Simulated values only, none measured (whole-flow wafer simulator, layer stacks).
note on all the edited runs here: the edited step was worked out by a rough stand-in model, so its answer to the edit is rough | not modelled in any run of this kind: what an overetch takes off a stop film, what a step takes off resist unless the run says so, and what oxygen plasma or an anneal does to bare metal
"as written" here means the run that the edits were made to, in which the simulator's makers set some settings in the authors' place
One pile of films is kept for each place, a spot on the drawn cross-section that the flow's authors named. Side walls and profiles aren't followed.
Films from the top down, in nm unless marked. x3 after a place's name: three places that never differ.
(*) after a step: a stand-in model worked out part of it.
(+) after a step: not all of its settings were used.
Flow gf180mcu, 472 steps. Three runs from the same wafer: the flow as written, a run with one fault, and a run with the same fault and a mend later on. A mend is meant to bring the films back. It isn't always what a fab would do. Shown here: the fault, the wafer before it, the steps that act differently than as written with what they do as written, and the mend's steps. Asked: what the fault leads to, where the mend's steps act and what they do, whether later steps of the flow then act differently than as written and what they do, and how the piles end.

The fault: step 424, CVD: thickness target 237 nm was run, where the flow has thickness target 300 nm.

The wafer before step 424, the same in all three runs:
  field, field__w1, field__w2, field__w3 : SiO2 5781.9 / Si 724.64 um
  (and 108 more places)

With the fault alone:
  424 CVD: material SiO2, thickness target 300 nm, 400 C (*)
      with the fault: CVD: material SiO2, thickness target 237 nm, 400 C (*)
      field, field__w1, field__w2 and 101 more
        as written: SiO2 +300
        with the fault: SiO2 +237
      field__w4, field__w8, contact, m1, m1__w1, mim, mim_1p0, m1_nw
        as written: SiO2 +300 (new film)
        with the fault: SiO2 +237 (new film)
  Later steps of the flow that act differently than as written (3 more steps differ only slightly, by at most 2% or 0.5 nm, whichever is larger, and aren't shown):
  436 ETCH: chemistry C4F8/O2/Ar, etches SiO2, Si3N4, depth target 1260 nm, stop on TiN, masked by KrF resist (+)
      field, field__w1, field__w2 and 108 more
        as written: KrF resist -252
        with the fault: KrF resist -242.5
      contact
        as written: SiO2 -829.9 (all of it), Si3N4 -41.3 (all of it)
        with the fault: SiO2 -766.9 (all of it), Si3N4 -41.3 (all of it)
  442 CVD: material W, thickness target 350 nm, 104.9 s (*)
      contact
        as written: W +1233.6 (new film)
        with the fault: W +1170.1 (new film)
  At the end the piles differ from the flow's by more than 2% or 0.5 nm, whichever is larger, at field__w4, field__w8, contact, m1, m1__w1, mim, mim_1p0, m1_nw.
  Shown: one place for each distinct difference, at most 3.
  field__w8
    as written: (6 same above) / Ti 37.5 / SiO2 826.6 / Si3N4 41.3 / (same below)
    with the fault: (6 same above) / Ti 37.5 / SiO2 763.6 / Si3N4 41.3 / (same below)
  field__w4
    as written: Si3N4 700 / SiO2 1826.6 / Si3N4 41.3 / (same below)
    with the fault: Si3N4 700 / SiO2 1763.6 / Si3N4 41.3 / (same below)
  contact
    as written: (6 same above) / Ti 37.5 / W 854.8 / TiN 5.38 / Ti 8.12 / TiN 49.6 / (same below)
    with the fault: (6 same above) / Ti 37.5 / W 791.3 / TiN 5.58 / Ti 8.42 / TiN 49.6 / (same below)

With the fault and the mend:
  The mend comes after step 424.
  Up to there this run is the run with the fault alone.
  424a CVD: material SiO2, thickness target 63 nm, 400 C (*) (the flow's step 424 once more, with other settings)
      field, field__w1, field__w2 and 109 more
        SiO2 +63
  No later step of the flow acts differently than as written at any place that is followed.
  At the end the piles are the same as the flow's at every place that both follow.
